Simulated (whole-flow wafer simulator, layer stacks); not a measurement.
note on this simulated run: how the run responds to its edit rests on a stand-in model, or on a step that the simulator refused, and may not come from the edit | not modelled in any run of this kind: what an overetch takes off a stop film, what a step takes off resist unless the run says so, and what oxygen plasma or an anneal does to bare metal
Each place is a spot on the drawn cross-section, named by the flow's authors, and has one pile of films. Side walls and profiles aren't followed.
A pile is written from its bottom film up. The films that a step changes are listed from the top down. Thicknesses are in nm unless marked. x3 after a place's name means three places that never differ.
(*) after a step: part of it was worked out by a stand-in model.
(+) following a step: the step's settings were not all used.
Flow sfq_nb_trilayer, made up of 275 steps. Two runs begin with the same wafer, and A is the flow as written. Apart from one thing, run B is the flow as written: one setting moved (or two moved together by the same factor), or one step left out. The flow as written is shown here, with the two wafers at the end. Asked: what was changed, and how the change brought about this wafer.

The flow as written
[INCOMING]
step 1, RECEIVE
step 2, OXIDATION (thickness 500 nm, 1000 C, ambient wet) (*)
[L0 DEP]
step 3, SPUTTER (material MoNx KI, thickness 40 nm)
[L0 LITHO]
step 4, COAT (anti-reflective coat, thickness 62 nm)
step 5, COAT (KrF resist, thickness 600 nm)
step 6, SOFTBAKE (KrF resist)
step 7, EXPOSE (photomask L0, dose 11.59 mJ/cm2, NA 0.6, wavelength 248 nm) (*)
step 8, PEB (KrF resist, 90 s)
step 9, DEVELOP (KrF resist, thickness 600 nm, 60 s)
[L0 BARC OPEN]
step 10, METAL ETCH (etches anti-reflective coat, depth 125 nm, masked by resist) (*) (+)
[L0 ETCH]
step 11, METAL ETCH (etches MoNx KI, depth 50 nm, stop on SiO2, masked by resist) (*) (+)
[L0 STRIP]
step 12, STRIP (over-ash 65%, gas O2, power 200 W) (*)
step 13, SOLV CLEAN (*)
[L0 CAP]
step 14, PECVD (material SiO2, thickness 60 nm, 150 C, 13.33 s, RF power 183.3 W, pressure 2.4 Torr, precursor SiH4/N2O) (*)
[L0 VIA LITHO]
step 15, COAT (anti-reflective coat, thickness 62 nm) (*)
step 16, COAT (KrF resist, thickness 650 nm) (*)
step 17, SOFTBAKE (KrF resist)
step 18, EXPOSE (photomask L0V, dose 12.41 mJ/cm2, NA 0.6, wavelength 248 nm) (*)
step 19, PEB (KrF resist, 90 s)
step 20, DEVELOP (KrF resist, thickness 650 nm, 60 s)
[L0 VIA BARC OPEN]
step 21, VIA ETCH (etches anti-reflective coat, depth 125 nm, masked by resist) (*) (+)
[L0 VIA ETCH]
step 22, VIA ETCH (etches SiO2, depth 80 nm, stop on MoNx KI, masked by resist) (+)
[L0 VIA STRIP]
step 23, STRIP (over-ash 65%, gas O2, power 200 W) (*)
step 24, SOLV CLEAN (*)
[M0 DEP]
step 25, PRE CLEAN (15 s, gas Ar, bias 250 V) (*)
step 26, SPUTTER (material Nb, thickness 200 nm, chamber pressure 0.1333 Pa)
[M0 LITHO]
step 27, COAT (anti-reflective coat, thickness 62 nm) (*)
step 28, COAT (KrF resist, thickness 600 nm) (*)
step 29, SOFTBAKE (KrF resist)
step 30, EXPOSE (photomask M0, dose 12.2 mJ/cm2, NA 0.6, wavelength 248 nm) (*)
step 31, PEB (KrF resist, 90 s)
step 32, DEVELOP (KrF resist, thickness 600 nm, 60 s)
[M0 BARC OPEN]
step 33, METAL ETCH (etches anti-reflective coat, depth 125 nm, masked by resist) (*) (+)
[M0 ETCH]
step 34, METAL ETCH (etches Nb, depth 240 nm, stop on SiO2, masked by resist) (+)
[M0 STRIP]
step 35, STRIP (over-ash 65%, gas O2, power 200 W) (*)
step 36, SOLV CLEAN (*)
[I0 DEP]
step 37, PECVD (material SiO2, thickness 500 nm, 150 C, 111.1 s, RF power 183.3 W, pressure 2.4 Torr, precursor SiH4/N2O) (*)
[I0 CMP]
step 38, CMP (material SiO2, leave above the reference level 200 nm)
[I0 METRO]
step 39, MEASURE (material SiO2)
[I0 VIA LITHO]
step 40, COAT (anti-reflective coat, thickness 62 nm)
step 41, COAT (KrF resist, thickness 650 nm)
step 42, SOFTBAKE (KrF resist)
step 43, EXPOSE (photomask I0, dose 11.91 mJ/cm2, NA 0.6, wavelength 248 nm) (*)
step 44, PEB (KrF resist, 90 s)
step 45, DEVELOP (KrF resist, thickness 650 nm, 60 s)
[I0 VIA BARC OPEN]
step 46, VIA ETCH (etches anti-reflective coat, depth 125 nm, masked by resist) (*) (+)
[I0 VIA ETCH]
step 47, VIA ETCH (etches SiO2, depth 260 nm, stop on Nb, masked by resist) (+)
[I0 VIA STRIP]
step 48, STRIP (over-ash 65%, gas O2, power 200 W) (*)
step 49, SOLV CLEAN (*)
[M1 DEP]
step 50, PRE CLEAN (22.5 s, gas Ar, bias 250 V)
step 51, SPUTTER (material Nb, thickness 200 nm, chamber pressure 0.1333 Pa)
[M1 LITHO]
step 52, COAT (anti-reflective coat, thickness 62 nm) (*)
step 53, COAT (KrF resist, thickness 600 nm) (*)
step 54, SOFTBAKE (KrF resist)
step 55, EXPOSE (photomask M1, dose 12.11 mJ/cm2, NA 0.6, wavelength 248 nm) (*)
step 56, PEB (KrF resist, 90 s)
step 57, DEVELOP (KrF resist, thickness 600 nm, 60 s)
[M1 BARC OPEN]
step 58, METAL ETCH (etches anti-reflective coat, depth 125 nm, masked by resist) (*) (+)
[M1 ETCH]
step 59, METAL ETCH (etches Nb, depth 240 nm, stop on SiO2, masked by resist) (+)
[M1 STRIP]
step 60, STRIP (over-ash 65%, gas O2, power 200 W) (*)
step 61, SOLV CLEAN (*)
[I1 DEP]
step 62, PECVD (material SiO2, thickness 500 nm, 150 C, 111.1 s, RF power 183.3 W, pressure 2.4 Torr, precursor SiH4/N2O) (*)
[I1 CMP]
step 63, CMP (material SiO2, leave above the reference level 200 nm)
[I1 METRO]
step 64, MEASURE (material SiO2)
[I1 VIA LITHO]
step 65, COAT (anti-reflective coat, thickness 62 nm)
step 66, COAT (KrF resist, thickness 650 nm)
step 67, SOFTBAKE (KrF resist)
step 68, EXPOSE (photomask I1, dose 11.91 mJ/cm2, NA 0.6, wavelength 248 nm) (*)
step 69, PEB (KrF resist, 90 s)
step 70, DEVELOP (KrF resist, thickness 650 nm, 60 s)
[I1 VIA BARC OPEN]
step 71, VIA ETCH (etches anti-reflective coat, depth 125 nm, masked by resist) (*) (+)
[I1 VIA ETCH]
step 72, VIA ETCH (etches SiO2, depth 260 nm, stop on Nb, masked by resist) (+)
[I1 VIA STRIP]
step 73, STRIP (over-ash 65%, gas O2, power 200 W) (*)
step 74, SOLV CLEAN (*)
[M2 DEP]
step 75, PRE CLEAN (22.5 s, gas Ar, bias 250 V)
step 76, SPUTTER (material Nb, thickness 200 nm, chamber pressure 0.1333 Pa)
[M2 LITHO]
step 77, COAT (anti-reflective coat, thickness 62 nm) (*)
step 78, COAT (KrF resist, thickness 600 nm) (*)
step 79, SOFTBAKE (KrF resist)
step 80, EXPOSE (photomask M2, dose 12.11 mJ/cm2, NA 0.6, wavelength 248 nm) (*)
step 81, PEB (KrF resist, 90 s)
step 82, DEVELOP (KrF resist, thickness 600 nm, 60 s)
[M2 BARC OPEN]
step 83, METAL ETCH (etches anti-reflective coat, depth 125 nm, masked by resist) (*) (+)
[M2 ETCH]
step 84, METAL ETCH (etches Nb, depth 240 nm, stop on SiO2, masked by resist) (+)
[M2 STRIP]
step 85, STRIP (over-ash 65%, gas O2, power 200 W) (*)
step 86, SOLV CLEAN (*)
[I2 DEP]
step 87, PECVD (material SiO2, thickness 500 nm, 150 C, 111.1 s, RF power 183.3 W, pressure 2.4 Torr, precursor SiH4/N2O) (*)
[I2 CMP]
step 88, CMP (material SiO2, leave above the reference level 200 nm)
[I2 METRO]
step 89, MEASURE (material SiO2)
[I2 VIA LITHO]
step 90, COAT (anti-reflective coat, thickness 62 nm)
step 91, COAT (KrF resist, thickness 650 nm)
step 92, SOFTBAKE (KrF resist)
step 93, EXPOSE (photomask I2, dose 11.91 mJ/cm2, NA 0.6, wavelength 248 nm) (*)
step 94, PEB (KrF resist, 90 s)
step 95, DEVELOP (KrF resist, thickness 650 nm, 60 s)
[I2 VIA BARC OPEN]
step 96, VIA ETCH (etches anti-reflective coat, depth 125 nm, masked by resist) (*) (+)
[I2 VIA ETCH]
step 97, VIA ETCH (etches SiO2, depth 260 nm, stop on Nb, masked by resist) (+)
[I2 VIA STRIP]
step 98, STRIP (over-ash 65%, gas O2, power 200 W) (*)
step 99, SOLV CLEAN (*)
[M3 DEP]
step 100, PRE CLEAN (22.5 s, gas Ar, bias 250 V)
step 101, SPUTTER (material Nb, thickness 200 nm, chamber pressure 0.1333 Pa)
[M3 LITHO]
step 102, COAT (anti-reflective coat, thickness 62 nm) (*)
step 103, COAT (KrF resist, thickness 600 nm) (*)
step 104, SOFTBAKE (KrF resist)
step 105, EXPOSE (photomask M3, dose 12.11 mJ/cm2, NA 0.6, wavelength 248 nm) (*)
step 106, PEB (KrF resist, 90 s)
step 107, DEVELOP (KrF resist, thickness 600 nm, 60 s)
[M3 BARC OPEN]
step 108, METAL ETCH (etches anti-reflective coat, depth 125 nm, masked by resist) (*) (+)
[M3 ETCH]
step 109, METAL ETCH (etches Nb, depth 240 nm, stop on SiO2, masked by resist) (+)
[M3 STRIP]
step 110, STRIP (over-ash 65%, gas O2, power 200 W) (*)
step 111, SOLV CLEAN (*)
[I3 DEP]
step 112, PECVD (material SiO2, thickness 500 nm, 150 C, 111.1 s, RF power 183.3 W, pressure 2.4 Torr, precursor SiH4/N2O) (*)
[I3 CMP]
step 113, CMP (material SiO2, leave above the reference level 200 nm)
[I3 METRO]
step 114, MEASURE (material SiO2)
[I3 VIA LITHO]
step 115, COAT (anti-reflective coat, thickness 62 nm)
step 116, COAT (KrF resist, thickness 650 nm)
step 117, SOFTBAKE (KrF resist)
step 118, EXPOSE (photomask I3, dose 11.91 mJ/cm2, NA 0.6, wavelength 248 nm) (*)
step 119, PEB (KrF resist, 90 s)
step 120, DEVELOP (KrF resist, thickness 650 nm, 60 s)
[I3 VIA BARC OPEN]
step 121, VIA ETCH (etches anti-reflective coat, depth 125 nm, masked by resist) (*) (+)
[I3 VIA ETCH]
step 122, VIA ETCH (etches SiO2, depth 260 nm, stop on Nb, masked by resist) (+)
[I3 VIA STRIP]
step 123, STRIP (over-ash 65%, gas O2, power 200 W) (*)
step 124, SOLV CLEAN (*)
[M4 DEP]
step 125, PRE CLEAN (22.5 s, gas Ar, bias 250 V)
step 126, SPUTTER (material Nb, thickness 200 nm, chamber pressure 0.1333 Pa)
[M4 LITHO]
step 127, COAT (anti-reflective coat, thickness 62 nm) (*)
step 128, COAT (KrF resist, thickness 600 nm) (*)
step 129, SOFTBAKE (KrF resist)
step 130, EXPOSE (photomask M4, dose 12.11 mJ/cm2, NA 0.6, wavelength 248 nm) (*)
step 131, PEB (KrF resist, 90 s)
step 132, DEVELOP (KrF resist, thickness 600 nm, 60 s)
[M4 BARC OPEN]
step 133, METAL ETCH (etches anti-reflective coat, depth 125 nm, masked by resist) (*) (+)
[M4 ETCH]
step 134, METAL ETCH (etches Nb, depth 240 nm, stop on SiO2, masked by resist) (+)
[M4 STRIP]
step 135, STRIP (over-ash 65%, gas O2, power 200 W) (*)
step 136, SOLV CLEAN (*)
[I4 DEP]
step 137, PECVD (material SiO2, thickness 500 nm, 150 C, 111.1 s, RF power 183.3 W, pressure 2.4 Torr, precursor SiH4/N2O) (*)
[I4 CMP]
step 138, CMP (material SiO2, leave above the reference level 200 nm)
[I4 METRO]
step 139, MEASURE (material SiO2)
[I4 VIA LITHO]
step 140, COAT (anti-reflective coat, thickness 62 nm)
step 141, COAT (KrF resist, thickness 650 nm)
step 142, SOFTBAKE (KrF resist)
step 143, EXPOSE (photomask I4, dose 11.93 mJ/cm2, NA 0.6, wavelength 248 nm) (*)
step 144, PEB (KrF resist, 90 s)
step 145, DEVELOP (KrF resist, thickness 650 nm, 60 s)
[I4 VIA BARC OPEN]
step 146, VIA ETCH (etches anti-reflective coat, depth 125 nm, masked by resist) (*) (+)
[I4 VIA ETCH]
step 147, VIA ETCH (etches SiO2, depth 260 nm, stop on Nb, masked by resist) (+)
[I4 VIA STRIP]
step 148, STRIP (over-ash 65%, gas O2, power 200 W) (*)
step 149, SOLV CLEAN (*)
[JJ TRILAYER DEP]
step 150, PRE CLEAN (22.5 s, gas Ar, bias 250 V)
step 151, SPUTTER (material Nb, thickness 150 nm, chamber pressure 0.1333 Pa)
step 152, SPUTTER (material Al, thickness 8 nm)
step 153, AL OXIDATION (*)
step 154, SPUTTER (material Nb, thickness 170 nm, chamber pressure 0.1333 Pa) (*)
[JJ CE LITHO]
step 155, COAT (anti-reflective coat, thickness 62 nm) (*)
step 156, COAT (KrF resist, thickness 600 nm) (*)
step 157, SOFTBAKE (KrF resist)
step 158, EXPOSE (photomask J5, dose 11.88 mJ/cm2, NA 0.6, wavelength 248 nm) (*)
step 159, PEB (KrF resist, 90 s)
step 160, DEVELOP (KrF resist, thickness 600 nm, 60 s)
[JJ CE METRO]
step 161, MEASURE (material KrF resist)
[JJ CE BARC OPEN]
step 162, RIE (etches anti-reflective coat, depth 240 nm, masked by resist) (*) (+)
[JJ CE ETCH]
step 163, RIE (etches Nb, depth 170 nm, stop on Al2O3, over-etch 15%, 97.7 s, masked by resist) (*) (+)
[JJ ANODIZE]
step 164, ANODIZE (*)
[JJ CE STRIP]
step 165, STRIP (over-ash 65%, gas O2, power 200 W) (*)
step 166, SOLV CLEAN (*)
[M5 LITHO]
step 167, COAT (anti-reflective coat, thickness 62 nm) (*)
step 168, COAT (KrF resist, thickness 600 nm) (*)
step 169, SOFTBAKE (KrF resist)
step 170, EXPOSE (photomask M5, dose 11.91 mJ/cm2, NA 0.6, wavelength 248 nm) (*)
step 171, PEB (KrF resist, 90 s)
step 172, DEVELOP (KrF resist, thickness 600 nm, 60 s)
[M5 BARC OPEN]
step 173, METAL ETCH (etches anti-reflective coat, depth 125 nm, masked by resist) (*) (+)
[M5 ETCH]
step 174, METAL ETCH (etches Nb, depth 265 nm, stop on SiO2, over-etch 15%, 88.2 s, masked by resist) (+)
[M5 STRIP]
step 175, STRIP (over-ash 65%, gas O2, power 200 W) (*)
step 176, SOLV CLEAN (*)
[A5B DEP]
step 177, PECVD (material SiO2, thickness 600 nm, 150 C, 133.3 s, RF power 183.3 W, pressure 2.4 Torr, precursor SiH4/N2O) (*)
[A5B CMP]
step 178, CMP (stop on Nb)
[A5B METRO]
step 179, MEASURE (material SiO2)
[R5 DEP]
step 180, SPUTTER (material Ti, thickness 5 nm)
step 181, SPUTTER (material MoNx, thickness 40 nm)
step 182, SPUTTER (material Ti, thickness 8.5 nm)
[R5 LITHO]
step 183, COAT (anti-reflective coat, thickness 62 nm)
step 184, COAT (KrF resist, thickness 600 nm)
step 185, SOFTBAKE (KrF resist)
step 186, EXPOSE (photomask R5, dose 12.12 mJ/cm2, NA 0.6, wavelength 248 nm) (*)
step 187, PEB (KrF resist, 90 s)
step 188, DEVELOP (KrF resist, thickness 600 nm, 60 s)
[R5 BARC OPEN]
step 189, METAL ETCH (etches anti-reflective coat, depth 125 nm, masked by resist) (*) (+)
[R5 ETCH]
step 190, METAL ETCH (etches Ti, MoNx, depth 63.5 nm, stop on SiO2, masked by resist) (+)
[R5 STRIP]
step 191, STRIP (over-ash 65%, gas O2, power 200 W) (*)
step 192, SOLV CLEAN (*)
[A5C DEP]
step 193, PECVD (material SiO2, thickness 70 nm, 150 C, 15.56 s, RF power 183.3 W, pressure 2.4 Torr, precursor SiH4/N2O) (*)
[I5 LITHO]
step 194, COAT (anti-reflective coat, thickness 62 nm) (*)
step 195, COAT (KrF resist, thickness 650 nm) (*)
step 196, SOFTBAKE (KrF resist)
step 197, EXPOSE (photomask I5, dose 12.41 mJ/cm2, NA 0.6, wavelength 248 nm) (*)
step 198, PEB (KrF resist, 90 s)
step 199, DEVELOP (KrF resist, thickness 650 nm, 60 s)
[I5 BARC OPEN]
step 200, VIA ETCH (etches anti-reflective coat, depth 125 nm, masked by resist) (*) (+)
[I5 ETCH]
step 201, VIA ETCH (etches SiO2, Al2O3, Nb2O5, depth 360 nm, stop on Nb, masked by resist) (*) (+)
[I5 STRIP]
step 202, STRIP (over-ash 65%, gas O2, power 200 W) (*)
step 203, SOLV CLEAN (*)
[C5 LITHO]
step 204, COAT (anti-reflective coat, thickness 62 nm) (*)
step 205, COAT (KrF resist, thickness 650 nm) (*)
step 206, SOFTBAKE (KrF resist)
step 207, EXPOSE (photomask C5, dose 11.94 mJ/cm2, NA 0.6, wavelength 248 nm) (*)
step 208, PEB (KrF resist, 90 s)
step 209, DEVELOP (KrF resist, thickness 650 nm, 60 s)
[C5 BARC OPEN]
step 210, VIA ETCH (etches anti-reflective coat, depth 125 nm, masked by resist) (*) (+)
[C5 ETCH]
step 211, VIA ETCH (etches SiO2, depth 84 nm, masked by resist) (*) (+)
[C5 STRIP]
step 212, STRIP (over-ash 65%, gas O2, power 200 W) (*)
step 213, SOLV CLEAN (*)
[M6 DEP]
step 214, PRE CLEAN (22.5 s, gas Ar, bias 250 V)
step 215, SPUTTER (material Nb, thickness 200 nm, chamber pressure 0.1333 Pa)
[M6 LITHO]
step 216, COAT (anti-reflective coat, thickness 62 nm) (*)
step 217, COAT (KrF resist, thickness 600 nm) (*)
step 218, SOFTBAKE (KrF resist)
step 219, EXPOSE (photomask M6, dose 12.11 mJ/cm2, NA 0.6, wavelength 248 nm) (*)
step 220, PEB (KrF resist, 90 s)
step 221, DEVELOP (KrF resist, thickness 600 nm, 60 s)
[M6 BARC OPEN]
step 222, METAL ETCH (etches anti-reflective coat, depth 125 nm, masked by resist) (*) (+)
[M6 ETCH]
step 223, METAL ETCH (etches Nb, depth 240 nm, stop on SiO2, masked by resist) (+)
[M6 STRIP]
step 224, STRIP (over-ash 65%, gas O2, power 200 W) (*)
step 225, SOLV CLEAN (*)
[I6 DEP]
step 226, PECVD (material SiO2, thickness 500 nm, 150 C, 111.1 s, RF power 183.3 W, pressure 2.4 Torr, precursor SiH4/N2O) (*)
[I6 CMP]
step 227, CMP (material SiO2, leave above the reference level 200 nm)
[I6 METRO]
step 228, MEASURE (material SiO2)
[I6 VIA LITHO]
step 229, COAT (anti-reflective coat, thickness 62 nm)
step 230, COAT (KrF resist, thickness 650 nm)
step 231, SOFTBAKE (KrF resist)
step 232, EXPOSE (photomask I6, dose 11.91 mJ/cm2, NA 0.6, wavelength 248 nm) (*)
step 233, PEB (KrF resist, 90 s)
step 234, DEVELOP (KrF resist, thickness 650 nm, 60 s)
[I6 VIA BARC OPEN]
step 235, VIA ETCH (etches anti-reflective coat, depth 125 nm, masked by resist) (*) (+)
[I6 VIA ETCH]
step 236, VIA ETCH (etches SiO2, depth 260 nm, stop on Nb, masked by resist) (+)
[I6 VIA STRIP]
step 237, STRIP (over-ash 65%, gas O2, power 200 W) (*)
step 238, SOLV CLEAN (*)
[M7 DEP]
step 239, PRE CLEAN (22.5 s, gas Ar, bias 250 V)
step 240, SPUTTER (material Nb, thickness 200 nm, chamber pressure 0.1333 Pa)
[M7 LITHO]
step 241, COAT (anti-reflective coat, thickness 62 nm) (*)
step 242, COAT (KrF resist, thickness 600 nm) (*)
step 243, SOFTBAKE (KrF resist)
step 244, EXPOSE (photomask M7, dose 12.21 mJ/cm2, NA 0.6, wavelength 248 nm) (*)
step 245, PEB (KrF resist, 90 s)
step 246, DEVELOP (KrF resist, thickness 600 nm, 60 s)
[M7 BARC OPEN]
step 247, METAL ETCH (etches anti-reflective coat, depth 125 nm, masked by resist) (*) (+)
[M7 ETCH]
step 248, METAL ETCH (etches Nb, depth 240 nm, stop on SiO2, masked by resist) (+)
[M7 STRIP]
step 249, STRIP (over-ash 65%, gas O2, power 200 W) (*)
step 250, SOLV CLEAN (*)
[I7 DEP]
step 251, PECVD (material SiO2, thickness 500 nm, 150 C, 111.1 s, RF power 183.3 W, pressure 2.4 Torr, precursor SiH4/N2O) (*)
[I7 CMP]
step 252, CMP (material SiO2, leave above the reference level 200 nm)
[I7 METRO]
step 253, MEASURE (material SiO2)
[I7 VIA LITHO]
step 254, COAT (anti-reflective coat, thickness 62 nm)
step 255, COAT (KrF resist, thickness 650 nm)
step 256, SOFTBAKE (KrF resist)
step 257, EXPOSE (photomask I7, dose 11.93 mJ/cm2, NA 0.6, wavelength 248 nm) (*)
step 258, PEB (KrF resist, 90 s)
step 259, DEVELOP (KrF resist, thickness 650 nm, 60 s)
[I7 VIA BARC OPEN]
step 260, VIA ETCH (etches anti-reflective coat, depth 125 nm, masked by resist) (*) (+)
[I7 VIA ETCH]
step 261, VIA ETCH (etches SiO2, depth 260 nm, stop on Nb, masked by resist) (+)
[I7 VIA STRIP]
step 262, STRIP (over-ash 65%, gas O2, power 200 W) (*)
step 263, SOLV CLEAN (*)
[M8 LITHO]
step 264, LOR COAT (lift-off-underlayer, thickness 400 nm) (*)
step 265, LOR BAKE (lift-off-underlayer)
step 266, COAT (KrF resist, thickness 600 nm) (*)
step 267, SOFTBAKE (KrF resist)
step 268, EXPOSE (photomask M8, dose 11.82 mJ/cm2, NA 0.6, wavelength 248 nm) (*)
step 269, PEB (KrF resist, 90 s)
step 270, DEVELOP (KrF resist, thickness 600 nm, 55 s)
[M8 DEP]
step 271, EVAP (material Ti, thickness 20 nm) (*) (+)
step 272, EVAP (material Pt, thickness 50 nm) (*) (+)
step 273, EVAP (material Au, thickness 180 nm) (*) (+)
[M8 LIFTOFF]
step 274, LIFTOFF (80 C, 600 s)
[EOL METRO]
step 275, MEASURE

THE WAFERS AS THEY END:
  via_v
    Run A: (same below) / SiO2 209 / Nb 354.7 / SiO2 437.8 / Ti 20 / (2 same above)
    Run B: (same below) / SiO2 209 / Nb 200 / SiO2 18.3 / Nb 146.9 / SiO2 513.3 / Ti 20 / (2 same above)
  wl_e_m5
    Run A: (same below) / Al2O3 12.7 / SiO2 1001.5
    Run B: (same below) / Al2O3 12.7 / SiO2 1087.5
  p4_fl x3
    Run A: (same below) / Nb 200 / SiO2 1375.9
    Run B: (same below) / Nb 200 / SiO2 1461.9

The reason: step 227, CMP: leave above the reference level 286 nm was run, while the flow as written has leave above the reference level 200 nm.

How this came from the change, step by step:
  step 227, CMP (material SiO2, leave above the reference level 200 nm)
      field_l, p4_fl x3, p4_w1 x3 and 55 more: A -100 SiO2 | B -14 SiO2
      v_sur, via_wl, via_w and 15 more: A -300 SiO2 | B -214 SiO2
      (and at 26 other places as well)
  step 236, VIA ETCH (etches SiO2, depth 260 nm, stop on Nb, masked by resist) (+)
      via_v: A -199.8 SiO2 (all of it) | B -260 SiO2
  step 239, PRE CLEAN (22.5 s, gas Ar, bias 250 V)
      via_v: A -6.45 Nb | B -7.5 SiO2
  step 240, SPUTTER (material Nb, thickness 200 nm, chamber pressure 0.1333 Pa)
      via_v: A +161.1 Nb | B +146.9 Nb (new film)
  step 241, COAT (anti-reflective coat, thickness 62 nm) (*)
      via_sp: A +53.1 anti-reflective coat (new film) | B +50 anti-reflective coat (new film)
      via_v: A +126 anti-reflective coat (new film) | B +129.5 anti-reflective coat (new film)
      (and at 1 other place as well)
  step 242, COAT (KrF resist, thickness 600 nm) (*)
      via_v: A +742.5 KrF resist (new film) | B +801.5 KrF resist (new film)
  step 249, STRIP (over-ash 65%, gas O2, power 200 W) (*)
      via_sp: A -373.6 KrF resist (all of it), -53.1 anti-reflective coat (all of it) | B -369.5 KrF resist (all of it), -50 anti-reflective coat (all of it)
      via_v: A -524.5 KrF resist (all of it), -126 anti-reflective coat (all of it) | B -583.4 KrF resist (all of it), -129.5 anti-reflective coat (all of it)
      (and at 1 other place as well)
  step 251, PECVD (material SiO2, thickness 500 nm, 150 C, 111.1 s, RF power 183.3 W, pressure 2.4 Torr, precursor SiH4/N2O) (*)
      via_v: A +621 SiO2 (new film) | B +670.3 SiO2 (new film)
  step 252, CMP (material SiO2, leave above the reference level 200 nm)
      via_v: A -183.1 SiO2 | B -157.1 SiO2
With metal films that touch counted as one body, via_v has 7 bodies (between them, from the top down: SiO2 513.3; SiO2 18.3; SiO2 209 / Al2O3 12.7 / Nb2O5 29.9; SiO2 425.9; SiO2 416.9; SiO2 192.5); the flow as written gives 6 bodies (between them, from the top down: SiO2 437.8; SiO2 209 / Al2O3 12.7 / Nb2O5 29.9; SiO2 425.9; SiO2 416.9; SiO2 192.5).
